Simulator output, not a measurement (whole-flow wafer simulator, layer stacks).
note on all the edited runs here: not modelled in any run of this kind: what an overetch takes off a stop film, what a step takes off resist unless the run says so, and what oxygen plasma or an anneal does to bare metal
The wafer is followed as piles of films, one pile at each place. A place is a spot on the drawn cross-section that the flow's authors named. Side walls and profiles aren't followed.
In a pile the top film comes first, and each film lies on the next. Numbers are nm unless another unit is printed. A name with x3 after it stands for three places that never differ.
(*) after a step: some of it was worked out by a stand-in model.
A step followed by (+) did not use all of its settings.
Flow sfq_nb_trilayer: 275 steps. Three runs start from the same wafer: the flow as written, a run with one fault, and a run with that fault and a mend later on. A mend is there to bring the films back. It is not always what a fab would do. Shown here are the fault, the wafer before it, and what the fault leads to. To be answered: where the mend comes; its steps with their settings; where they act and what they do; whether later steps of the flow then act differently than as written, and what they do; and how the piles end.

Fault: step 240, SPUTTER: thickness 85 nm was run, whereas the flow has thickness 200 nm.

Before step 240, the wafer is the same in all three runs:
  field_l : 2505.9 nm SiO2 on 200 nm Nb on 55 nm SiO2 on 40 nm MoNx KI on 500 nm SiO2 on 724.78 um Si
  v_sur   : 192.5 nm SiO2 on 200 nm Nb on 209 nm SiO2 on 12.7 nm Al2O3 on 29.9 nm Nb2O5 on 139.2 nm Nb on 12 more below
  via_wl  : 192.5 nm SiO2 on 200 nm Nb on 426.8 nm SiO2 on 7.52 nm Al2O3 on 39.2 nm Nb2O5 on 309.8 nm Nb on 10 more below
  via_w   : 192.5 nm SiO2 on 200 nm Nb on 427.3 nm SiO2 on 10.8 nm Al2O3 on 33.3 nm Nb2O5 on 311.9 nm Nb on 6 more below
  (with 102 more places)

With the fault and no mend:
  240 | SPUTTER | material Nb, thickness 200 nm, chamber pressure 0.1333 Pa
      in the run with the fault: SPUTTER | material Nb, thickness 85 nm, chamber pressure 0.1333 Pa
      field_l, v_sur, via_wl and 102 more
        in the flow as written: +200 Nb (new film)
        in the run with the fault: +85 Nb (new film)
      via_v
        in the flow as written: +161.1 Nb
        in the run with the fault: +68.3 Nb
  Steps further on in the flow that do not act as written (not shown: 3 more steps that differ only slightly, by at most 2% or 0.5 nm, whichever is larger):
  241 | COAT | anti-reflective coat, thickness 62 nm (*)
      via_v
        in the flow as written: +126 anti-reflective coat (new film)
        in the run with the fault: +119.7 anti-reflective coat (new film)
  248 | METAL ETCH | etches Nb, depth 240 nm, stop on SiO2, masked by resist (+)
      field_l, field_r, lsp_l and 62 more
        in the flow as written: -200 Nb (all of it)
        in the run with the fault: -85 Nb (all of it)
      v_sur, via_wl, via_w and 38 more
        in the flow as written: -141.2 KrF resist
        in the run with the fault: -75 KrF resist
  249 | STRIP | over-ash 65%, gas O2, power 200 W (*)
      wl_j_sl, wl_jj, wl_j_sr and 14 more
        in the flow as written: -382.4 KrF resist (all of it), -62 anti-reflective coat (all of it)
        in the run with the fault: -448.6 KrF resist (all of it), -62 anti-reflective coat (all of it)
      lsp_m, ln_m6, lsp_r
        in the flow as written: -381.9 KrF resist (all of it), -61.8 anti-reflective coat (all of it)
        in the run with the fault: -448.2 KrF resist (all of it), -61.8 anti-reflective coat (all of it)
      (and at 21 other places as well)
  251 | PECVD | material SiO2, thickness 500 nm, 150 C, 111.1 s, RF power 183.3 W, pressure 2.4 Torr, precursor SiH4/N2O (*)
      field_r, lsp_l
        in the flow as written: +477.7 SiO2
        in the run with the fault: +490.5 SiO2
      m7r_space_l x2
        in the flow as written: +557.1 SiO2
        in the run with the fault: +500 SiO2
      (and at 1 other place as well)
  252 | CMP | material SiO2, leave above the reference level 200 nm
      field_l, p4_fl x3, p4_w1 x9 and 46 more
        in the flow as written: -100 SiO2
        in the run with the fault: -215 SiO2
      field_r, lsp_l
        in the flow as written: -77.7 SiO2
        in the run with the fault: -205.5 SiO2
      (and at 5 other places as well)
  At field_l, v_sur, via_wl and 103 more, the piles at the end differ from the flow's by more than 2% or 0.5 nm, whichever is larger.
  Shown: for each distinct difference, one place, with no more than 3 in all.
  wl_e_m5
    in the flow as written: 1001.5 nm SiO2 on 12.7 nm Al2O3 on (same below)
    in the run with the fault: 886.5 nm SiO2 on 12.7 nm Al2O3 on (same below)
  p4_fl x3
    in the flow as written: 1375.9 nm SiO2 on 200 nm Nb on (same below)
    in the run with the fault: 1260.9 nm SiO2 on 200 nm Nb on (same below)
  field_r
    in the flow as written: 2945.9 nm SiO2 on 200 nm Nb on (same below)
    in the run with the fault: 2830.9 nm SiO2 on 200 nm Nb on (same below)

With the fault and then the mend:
  The mend stands after step 246.
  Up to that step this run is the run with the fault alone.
  246a | STRIP | over-ash 65%, gas O2, power 200 W (*)
      p4_fl x3, p4_w1 x9, p4_g1 x2 and 46 more
        -62 anti-reflective coat (all of it)
      wl_j_sl, wl_jj, wl_j_sr and 14 more
        -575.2 KrF resist (all of it), -62 anti-reflective coat (all of it)
      field_r, lsp_l, l0_sur, l0v
        -61.8 anti-reflective coat (all of it)
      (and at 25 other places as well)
  246b | SPUTTER | material Nb, thickness 115 nm, chamber pressure 0.1333 Pa (the flow's step 240 again, with other settings)
      field_l, v_sur, via_wl and 102 more
        +115 Nb
      via_v
        +91.1 Nb
  246c | COAT | anti-reflective coat, thickness 62 nm (*) (the flow's step 241 again)
      p4_fl x3, p4_w1 x9, p4_g1 x2 and 63 more
        +62 anti-reflective coat (new film)
      moat, field_r, lsp_l and 6 more
        +61.8 anti-reflective coat (new film)
      be_r, r_sur, res, r_end
        +61.7 anti-reflective coat (new film)
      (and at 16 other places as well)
  246d | COAT | KrF resist, thickness 600 nm (*) (the flow's step 242 again)
      p4_fl x3, p4_w1 x9, p4_g1 x2 and 63 more
        +600 KrF resist (new film)
      field_r, lsp_l, ln_m5, lsp_m, l0v
        +599.5 KrF resist (new film)
      ln_m6, lsp_r, l0_sur
        +599.6 KrF resist (new film)
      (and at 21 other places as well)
  246e | SOFTBAKE | KrF resist (the flow's step 243 again)
      alters no film at any place that is followed
  246f | EXPOSE | photomask M7, dose 12.21 mJ/cm2, NA 0.6, wavelength 248 nm (*) (the flow's step 244 again)
      alters no film at any place that is followed
  246g | PEB | KrF resist, 90 s (the flow's step 245 again)
      field_l, v_sur, via_wl and 97 more
        -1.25 KrF resist
      via_w, via_wr, via_sp, wire, be
        -1.24 KrF resist
      via_v
        -1.61 KrF resist
  246h | DEVELOP | KrF resist, thickness 600 nm, 60 s (the flow's step 246 again)
      p4_fl x3, p4_w1 x9, p4_g1 x2 and 46 more
        -598.7 KrF resist (all of it)
      v_sur, via_wl, via_w and 38 more
        -23.5 KrF resist
      field_r, lsp_l
        -598.2 KrF resist (all of it)
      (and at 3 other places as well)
  Later steps of the flow that are run all act as written at every place that is followed, up to a difference of at most 2% or 0.5 nm, whichever is larger.
  The piles end only slightly different from the flow's at the places that both follow, by no more than 2% or 0.5 nm, whichever is larger.
